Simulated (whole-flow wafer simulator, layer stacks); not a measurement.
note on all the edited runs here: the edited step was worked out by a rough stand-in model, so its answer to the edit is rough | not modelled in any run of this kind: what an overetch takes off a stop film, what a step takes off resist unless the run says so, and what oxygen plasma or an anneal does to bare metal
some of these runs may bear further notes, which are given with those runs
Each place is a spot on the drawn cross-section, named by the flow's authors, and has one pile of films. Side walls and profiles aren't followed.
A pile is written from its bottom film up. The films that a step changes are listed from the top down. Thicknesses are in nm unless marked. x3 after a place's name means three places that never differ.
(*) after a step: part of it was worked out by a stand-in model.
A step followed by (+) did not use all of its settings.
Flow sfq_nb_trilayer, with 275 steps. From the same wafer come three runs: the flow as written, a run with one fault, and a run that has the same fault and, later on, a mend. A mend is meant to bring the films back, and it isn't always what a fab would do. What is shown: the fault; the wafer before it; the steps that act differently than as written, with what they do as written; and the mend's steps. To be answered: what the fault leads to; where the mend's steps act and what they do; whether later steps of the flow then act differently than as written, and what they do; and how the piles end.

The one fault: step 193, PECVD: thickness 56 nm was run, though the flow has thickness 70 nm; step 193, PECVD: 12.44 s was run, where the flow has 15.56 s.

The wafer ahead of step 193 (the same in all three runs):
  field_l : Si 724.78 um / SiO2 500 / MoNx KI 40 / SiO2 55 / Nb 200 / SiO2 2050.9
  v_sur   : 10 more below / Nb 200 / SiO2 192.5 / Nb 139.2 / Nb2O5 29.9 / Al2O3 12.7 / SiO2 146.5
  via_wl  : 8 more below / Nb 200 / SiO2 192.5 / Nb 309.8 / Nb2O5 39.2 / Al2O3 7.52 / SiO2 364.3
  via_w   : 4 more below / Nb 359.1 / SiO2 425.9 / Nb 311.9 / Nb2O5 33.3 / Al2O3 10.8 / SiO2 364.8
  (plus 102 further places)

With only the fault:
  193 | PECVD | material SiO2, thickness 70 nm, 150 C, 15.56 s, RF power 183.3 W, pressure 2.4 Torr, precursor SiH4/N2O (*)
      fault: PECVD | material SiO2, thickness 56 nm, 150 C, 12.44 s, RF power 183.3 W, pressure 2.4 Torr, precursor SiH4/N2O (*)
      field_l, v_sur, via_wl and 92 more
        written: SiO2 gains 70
        fault: SiO2 gains 56
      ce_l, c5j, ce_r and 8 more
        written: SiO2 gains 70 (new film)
        fault: SiO2 gains 56 (new film)
  Steps later in the flow that act otherwise than as written (not shown: 13 more steps that differ only slightly, by at most 2% or 0.5 nm, whichever is larger):
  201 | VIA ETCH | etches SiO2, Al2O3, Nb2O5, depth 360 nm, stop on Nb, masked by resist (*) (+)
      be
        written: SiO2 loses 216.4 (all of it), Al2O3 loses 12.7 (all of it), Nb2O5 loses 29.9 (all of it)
        fault: SiO2 loses 202.4 (all of it), Al2O3 loses 12.7 (all of it), Nb2O5 loses 29.9 (all of it)
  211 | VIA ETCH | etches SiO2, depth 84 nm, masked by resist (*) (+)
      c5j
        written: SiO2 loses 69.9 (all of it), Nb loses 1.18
        fault: SiO2 loses 55.9 (all of it), Nb loses 2.32
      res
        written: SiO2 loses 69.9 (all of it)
        fault: SiO2 loses 55.9 (all of it)
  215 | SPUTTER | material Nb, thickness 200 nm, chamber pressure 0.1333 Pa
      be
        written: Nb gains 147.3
        fault: Nb gains 150.5
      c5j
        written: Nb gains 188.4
        fault: Nb gains 192.6
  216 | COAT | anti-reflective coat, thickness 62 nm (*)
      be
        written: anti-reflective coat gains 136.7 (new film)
        fault: anti-reflective coat gains 133.7 (new film)
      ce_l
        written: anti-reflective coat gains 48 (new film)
        fault: anti-reflective coat gains 51.5 (new film)
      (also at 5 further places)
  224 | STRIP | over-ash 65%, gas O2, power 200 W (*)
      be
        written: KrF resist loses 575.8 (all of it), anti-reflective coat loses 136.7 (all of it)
        fault: KrF resist loses 564.1 (all of it), anti-reflective coat loses 133.7 (all of it)
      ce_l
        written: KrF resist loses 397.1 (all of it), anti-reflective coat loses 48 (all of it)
        fault: KrF resist loses 395.3 (all of it), anti-reflective coat loses 51.5 (all of it)
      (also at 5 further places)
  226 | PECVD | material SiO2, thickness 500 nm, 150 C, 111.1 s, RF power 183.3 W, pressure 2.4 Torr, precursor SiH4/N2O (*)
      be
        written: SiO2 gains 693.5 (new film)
        fault: SiO2 gains 676.3 (new film)
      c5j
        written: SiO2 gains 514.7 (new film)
        fault: SiO2 gains 500 (new film)
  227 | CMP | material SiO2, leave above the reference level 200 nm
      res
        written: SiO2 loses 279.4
        fault: SiO2 loses 296.1
  By the end, the piles at v_sur, via_wl, via_w and 29 more depart from the flow's by more than 2% or 0.5 nm, whichever is larger.
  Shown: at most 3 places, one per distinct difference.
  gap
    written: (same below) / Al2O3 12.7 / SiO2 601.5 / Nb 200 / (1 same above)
    fault: (same below) / Al2O3 12.7 / SiO2 587.5 / Nb 200 / (1 same above)
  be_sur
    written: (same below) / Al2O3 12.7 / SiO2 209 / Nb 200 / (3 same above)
    fault: (same below) / Al2O3 12.7 / SiO2 195 / Nb 200 / (3 same above)
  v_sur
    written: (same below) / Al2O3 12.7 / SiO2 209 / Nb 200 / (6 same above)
    fault: (same below) / Al2O3 12.7 / SiO2 195 / Nb 200 / (6 same above)

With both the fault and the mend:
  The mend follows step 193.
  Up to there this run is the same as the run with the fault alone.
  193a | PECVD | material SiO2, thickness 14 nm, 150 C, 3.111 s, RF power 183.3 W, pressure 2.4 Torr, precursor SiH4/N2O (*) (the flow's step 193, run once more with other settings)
      field_l, v_sur, via_wl and 103 more
        SiO2 gains 14
  None of the later steps of the flow differs from how it acts as written, at any place that is followed, by more than 2% or 0.5 nm, whichever is larger.
  The piles end the same as the flow's at every place that both follow.
